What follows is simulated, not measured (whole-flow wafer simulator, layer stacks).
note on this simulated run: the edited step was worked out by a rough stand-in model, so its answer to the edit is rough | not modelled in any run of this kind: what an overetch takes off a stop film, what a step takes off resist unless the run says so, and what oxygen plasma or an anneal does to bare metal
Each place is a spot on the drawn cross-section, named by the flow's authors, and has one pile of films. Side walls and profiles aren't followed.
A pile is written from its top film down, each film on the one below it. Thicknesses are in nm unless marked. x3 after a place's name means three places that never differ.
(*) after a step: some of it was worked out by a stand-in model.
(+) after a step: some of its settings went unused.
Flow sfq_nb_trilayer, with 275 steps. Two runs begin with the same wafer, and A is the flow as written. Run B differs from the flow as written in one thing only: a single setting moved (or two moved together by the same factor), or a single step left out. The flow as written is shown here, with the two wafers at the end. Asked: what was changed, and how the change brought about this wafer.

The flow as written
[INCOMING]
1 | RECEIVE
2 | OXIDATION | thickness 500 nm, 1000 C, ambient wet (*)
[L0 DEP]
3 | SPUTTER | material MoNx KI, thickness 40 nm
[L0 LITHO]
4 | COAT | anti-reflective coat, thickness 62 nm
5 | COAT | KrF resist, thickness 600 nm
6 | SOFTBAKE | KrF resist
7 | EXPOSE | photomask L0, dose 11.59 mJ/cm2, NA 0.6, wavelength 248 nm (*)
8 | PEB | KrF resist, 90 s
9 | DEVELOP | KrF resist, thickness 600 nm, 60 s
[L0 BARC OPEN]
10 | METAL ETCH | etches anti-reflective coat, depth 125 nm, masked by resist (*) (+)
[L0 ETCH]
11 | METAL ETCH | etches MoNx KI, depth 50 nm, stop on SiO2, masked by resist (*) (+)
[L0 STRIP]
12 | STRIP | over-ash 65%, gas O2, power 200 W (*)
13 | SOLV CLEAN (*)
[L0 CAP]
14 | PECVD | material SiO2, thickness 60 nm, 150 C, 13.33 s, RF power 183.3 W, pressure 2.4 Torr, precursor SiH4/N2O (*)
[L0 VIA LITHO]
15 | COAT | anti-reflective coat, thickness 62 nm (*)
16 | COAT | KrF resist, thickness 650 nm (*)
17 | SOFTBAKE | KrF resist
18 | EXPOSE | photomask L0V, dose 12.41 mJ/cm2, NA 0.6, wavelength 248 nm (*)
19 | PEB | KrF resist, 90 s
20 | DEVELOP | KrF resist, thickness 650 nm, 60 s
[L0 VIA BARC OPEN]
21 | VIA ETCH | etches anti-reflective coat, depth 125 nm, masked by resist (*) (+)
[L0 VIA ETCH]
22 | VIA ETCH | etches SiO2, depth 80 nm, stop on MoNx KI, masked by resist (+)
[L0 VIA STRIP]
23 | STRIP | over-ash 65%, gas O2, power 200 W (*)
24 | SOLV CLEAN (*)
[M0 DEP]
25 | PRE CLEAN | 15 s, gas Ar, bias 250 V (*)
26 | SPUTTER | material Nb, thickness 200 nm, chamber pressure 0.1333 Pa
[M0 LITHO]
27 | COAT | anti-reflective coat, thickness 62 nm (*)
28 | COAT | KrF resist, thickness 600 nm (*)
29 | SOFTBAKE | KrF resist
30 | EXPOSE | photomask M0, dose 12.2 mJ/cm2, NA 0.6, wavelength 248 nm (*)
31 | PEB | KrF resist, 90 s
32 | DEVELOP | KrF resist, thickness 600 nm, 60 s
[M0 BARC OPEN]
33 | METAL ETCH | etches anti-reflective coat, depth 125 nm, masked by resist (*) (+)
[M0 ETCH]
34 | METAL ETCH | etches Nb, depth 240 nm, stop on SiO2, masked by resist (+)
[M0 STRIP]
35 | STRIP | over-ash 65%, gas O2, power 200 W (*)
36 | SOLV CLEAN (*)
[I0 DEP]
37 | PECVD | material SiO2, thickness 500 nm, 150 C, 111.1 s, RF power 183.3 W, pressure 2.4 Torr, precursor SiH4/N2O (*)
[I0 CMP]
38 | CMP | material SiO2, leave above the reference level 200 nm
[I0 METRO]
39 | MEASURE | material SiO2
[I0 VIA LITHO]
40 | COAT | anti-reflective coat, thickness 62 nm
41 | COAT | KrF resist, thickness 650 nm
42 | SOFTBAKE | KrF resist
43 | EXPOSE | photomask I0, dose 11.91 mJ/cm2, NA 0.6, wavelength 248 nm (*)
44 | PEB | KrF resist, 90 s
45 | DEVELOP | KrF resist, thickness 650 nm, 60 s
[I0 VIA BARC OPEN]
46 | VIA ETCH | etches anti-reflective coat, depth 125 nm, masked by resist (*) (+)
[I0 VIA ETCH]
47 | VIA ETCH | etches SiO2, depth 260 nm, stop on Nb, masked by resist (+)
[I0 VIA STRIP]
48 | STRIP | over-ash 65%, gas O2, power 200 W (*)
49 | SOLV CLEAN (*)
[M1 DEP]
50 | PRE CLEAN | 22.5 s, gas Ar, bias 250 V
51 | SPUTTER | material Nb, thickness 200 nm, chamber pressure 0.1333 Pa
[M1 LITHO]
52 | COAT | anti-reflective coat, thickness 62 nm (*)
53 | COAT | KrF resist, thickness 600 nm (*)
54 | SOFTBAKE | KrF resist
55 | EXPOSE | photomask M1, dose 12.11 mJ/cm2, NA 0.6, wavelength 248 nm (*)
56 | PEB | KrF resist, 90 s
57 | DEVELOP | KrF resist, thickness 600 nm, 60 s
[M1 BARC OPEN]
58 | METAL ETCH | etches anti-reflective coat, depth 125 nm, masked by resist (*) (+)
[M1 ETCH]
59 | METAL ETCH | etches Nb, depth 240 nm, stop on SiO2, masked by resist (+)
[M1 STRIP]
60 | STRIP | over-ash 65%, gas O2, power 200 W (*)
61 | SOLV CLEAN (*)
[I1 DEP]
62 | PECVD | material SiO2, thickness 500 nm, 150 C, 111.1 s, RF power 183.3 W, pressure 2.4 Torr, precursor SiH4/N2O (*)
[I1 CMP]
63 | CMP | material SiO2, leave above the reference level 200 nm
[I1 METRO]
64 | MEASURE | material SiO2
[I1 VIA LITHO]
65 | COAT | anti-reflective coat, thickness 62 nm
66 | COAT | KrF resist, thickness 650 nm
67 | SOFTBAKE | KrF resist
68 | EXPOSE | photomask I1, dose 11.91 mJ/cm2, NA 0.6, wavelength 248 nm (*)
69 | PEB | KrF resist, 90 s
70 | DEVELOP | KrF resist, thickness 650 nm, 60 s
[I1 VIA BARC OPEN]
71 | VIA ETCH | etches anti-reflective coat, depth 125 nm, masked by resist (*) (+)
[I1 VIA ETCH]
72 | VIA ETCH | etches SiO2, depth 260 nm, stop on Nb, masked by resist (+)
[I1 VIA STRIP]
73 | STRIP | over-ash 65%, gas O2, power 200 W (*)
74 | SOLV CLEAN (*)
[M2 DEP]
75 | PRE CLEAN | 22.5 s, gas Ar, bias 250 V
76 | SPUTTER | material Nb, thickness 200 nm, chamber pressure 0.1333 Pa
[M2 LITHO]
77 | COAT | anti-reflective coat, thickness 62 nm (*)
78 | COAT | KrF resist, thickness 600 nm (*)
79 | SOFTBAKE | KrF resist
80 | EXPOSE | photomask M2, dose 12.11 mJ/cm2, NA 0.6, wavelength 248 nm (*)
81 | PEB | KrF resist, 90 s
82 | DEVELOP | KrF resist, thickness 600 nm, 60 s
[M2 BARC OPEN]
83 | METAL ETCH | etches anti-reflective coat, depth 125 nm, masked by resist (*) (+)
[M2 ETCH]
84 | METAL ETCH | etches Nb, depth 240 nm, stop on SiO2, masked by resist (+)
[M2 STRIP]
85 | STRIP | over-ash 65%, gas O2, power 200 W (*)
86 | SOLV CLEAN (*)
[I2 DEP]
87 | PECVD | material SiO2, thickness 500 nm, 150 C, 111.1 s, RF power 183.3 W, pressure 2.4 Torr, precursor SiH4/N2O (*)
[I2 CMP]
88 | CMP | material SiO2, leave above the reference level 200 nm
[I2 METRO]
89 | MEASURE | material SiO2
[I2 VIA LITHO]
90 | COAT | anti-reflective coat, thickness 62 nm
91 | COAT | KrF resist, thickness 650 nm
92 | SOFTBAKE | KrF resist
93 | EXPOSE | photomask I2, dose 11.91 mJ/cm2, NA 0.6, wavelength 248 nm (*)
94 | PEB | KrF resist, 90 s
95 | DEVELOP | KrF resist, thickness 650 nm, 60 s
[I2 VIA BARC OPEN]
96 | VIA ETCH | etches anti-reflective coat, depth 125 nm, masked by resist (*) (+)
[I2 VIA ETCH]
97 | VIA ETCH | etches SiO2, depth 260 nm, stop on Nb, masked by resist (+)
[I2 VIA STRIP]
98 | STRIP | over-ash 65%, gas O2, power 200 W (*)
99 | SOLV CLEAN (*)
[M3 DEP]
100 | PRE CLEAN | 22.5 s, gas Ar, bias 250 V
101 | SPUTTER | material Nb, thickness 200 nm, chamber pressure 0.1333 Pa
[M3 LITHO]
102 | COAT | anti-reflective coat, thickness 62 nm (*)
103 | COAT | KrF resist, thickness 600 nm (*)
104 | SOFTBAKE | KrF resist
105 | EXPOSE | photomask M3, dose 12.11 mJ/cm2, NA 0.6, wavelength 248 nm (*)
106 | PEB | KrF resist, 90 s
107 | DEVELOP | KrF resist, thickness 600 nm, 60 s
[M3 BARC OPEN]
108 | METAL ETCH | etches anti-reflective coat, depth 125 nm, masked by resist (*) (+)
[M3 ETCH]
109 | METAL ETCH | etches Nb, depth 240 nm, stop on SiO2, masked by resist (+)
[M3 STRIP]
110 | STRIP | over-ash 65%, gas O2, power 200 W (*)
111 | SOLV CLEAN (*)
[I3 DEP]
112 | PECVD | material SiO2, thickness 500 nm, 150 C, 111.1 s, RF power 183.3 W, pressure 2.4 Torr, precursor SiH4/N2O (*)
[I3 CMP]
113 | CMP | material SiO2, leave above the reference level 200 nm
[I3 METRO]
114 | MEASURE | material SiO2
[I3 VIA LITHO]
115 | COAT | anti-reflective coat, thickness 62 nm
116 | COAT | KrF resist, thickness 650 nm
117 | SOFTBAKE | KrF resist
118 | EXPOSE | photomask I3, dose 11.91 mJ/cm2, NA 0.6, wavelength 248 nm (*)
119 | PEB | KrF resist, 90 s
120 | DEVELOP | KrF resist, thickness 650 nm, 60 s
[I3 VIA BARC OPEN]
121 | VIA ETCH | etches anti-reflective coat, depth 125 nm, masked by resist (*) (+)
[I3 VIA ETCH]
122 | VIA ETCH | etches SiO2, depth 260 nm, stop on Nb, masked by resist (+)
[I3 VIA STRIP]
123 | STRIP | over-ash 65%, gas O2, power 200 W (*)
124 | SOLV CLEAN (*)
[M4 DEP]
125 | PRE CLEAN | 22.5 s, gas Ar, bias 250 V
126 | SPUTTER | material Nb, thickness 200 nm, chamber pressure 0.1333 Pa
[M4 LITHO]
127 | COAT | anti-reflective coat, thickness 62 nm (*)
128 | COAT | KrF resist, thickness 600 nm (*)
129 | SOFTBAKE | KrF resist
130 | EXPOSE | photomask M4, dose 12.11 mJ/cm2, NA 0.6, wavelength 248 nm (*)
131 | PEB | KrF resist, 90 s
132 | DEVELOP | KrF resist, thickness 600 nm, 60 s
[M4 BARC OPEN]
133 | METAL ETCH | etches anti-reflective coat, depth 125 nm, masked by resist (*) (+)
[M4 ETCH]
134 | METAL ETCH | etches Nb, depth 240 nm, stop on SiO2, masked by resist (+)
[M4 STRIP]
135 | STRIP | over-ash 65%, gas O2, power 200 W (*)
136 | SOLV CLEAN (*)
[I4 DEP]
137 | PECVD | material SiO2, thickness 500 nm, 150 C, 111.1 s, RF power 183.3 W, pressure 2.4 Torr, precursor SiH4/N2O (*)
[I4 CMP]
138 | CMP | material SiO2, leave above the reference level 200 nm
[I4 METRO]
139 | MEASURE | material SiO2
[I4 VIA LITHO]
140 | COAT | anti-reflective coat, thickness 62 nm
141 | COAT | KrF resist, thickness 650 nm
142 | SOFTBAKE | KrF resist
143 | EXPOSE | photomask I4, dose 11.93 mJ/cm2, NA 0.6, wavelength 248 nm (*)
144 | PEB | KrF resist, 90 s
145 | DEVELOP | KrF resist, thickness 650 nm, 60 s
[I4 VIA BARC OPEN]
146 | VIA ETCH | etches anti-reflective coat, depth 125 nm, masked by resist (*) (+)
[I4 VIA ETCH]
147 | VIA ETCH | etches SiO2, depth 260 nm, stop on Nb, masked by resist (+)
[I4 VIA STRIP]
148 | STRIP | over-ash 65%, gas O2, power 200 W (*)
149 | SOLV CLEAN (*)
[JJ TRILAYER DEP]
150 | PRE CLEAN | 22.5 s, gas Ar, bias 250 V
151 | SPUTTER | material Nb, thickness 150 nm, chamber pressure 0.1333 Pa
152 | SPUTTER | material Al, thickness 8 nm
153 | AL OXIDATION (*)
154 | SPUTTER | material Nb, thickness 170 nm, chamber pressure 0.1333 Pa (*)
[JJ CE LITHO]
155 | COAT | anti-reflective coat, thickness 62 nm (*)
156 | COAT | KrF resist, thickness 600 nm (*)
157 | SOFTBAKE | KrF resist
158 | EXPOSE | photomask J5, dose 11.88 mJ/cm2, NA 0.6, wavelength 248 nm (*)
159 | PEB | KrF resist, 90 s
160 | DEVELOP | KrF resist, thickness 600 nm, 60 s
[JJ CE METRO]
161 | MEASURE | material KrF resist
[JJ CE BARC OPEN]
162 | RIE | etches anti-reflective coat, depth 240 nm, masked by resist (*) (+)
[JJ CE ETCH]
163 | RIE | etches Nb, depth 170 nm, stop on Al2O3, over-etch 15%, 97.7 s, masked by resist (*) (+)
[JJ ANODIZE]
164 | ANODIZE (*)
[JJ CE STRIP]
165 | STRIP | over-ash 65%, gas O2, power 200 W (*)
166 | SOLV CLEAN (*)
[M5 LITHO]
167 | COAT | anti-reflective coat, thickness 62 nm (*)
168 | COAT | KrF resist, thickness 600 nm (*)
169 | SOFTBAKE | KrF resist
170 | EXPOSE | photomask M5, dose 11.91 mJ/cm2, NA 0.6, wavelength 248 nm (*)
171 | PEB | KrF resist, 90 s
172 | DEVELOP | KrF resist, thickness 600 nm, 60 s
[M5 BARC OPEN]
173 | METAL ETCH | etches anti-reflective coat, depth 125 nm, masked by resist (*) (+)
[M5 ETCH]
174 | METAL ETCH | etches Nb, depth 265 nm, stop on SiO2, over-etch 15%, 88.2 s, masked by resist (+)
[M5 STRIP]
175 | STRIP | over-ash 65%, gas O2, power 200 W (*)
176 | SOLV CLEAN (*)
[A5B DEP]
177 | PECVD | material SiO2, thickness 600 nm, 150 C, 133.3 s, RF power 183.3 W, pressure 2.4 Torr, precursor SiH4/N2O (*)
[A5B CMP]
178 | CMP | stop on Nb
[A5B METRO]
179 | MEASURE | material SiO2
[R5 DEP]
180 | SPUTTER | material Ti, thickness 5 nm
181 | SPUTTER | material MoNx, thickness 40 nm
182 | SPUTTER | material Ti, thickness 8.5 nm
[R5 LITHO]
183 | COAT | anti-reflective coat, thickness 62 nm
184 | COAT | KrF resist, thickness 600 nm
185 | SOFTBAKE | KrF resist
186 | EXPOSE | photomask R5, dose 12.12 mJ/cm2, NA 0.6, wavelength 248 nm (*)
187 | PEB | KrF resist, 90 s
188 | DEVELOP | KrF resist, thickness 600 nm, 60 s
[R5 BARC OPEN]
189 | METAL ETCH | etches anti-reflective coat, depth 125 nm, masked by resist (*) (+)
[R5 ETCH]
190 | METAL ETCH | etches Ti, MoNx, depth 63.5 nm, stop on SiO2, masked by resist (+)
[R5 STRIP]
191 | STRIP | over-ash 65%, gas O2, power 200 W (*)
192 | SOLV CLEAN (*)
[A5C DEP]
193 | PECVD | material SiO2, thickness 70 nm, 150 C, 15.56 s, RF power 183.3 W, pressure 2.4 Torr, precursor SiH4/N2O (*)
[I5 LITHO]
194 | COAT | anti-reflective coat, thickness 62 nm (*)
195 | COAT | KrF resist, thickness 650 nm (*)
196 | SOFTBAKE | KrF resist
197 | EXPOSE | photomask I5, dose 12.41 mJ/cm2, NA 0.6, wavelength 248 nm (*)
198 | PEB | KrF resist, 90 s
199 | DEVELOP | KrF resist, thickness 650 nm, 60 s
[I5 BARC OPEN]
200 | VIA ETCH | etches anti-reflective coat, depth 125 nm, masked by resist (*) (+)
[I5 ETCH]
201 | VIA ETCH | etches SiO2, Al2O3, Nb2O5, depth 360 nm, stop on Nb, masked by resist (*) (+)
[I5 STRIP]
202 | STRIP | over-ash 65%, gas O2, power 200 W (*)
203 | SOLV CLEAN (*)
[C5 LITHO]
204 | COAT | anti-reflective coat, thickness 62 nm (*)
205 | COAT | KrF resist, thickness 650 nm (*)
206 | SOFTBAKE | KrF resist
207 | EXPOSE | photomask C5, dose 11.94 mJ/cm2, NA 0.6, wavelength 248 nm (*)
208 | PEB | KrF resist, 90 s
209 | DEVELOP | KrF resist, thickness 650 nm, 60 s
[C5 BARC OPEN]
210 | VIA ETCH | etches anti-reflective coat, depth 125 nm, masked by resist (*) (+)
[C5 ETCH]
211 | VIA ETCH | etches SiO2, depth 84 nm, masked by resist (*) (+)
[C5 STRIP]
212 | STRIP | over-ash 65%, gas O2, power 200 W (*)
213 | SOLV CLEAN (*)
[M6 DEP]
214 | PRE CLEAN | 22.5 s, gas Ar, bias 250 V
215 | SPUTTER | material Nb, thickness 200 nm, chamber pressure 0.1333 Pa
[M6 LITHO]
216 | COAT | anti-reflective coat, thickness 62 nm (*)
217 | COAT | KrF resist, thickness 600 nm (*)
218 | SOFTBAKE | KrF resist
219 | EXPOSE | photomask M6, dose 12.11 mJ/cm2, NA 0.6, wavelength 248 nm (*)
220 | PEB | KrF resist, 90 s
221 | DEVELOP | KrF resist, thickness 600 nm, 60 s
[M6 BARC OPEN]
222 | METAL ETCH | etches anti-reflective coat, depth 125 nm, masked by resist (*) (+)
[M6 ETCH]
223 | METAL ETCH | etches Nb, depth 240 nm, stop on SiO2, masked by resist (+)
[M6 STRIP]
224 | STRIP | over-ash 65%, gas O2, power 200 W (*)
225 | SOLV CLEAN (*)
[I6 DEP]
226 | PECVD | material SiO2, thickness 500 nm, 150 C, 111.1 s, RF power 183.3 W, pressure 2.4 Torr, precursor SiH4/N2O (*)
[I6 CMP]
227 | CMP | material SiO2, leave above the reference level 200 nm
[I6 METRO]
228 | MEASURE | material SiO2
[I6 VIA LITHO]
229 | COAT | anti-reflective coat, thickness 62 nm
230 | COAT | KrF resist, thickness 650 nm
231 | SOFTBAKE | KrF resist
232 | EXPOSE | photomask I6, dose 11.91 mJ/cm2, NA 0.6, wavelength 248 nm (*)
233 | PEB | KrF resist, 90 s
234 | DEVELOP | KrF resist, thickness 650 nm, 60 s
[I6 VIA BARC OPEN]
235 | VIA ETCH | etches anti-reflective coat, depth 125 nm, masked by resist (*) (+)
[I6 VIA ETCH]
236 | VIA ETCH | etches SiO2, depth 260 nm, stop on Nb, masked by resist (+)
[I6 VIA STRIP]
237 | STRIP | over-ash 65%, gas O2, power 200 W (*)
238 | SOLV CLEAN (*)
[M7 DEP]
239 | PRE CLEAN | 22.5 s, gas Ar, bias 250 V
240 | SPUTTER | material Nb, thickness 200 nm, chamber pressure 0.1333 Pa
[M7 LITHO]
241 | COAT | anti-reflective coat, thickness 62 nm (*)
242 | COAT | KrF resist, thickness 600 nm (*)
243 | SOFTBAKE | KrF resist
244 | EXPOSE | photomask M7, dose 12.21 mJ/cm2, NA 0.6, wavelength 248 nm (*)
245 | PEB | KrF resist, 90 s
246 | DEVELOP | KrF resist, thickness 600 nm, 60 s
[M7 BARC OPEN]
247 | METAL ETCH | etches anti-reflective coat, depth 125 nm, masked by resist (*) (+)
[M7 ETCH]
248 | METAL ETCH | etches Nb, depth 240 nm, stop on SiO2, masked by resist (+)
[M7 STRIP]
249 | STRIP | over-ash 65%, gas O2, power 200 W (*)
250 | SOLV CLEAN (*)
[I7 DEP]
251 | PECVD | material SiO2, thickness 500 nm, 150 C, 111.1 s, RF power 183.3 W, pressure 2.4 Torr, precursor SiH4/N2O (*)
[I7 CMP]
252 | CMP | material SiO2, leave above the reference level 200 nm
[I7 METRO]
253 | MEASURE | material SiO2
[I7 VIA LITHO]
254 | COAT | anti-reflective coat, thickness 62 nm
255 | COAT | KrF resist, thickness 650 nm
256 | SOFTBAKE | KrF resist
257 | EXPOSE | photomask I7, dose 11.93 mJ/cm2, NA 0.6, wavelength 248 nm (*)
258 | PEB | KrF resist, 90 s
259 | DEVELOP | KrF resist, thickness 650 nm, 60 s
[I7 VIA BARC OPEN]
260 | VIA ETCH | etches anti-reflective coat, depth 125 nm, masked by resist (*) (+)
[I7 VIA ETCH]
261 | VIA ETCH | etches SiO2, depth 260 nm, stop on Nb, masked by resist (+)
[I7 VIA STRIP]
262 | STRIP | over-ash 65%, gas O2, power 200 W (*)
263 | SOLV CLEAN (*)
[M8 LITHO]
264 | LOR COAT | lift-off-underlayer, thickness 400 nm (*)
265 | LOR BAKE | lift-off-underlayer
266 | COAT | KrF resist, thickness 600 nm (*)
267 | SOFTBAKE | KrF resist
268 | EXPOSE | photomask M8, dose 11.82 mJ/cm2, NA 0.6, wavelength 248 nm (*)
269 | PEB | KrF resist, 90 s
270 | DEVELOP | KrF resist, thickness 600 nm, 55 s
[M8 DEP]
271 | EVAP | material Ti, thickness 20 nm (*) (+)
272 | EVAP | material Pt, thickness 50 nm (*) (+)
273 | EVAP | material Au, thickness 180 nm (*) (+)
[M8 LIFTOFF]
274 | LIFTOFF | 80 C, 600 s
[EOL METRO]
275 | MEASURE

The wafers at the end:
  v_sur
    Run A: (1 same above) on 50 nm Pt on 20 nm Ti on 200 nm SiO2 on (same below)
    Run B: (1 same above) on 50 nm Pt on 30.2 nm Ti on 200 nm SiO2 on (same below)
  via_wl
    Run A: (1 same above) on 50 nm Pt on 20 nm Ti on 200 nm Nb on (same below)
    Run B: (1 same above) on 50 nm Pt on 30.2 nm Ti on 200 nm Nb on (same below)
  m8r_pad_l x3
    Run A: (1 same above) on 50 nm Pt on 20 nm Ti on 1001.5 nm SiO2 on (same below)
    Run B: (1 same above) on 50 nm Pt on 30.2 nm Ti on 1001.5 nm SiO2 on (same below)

What caused this: step 271, EVAP: thickness 30.2 nm was run, while the flow as written has thickness 20 nm.
The wafer lets one read it off: v_sur has Ti 30.2, and step 271 as written asks for 20 nm.

Step by step, how the change led to this:
  271 | EVAP | material Ti, thickness 20 nm (*) (+)
      field_l, v_sur, via_wl and 103 more: A +20 Ti (new film) | B +30.2 Ti (new film)
  274 | LIFTOFF | 80 C, 600 s
      p4_fl x3, p4_w1 x9, p4_g1 x2 and 60 more: A -180 Au (all of it), -50 Pt (all of it), -20 Ti (all of it), -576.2 KrF resist (all of it), -400 lift-off-underlayer (all of it) | B -180 Au (all of it), -50 Pt (all of it), -30.2 Ti (all of it), -576.2 KrF resist (all of it), -400 lift-off-underlayer (all of it)
      c5j, ce_r: A -180 Au (all of it), -50 Pt (all of it), -20 Ti (all of it), -573.3 KrF resist (all of it), -399.3 lift-off-underlayer (all of it) | B -180 Au (all of it), -50 Pt (all of it), -30.2 Ti (all of it), -573.3 KrF resist (all of it), -399.3 lift-off-underlayer (all of it)
      (and at 19 other places as well)
